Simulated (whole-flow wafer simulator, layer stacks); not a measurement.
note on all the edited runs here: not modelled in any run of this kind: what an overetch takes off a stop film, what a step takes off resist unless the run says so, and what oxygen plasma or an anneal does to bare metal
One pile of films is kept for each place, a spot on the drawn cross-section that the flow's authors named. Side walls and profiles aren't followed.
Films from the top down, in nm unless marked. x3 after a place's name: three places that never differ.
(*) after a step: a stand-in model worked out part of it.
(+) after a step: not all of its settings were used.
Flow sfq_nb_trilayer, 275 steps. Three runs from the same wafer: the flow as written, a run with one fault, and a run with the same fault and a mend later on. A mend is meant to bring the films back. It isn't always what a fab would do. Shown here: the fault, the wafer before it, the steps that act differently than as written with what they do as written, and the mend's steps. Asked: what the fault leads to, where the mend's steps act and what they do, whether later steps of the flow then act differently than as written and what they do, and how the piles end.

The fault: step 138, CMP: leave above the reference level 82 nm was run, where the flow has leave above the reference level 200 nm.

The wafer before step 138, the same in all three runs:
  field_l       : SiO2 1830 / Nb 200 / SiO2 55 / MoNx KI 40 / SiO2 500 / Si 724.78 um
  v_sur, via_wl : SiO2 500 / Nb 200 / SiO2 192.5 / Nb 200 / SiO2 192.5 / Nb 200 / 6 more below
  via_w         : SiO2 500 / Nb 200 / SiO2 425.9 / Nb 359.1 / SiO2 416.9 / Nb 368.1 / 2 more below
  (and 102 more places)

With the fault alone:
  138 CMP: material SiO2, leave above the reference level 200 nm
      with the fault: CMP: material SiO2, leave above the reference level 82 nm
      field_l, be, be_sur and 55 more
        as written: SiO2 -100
        with the fault: SiO2 -218
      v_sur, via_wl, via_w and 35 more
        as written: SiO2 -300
        with the fault: SiO2 -418
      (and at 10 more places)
  Later steps of the flow that act differently than as written (5 more steps differ only slightly, by at most 2% or 0.5 nm, whichever is larger, and aren't shown):
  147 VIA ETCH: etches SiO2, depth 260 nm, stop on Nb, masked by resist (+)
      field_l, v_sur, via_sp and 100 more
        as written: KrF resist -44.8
        with the fault: KrF resist -21.2
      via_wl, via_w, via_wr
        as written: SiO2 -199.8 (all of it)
        with the fault: SiO2 -81.8 (all of it)
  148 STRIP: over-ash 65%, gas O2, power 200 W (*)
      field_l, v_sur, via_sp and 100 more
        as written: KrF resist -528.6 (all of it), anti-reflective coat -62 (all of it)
        with the fault: KrF resist -552.3 (all of it), anti-reflective coat -62 (all of it)
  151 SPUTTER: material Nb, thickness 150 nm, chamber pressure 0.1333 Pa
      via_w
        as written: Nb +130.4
        with the fault: Nb +149.3
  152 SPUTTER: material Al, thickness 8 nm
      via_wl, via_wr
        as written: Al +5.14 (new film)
        with the fault: Al +6.43 (new film)
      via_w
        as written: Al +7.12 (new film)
        with the fault: Al +7.94 (new film)
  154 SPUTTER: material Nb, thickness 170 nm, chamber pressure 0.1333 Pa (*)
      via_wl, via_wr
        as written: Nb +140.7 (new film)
        with the fault: Nb +132.7 (new film)
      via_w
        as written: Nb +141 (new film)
        with the fault: Nb +169.2 (new film)
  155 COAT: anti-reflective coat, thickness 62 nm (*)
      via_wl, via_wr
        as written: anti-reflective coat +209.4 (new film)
        with the fault: anti-reflective coat +161.3 (new film)
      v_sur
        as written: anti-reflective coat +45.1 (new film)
        with the fault: anti-reflective coat +52 (new film)
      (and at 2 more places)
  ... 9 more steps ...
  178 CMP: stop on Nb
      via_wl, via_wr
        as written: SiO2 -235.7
        with the fault: SiO2 -367.2
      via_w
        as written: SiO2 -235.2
        with the fault: SiO2 -371.9
  At the end the piles differ from the flow's by more than 2% or 0.5 nm, whichever is larger, at field_l, v_sur, via_wl and 103 more.
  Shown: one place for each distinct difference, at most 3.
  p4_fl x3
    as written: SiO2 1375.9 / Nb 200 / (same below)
    with the fault: SiO2 1257.9 / Nb 200 / (same below)
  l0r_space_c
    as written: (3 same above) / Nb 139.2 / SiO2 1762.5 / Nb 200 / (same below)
    with the fault: (3 same above) / Nb 139.2 / SiO2 1644.5 / Nb 200 / (same below)
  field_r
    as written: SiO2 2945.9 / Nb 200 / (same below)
    with the fault: SiO2 2827.9 / Nb 200 / (same below)

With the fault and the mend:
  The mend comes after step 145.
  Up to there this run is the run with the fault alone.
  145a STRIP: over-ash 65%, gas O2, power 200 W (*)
      field_l, v_sur, via_sp and 100 more
        KrF resist -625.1 (all of it), anti-reflective coat -62 (all of it)
      via_wl, via_w, via_wr
        anti-reflective coat -62 (all of it)
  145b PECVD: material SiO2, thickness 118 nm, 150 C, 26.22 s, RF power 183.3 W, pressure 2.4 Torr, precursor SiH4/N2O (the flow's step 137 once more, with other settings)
      field_l, v_sur, via_wl and 103 more
        SiO2 +118
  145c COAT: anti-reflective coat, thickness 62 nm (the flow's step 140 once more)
      field_l, v_sur, via_wl and 103 more
        anti-reflective coat +62 (new film)
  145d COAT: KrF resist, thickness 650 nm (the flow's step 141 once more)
      field_l, v_sur, via_wl and 103 more
        KrF resist +650 (new film)
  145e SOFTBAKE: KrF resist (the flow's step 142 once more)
      changes no film at any place that is followed
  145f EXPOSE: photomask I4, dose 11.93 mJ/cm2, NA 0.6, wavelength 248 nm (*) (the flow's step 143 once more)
      changes no film at any place that is followed
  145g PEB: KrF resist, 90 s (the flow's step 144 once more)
      field_l, v_sur, via_wl and 103 more
        KrF resist -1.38
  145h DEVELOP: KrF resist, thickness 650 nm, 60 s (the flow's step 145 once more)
      field_l, v_sur, via_sp and 100 more
        KrF resist -23.5
      via_wl, via_w, via_wr
        KrF resist -648.6 (all of it)
  No later step of the flow acts differently than as written, at any place that is followed, by more than 2% or 0.5 nm, whichever is larger.
  At the end the piles are the same as the flow's at every place that both follow.
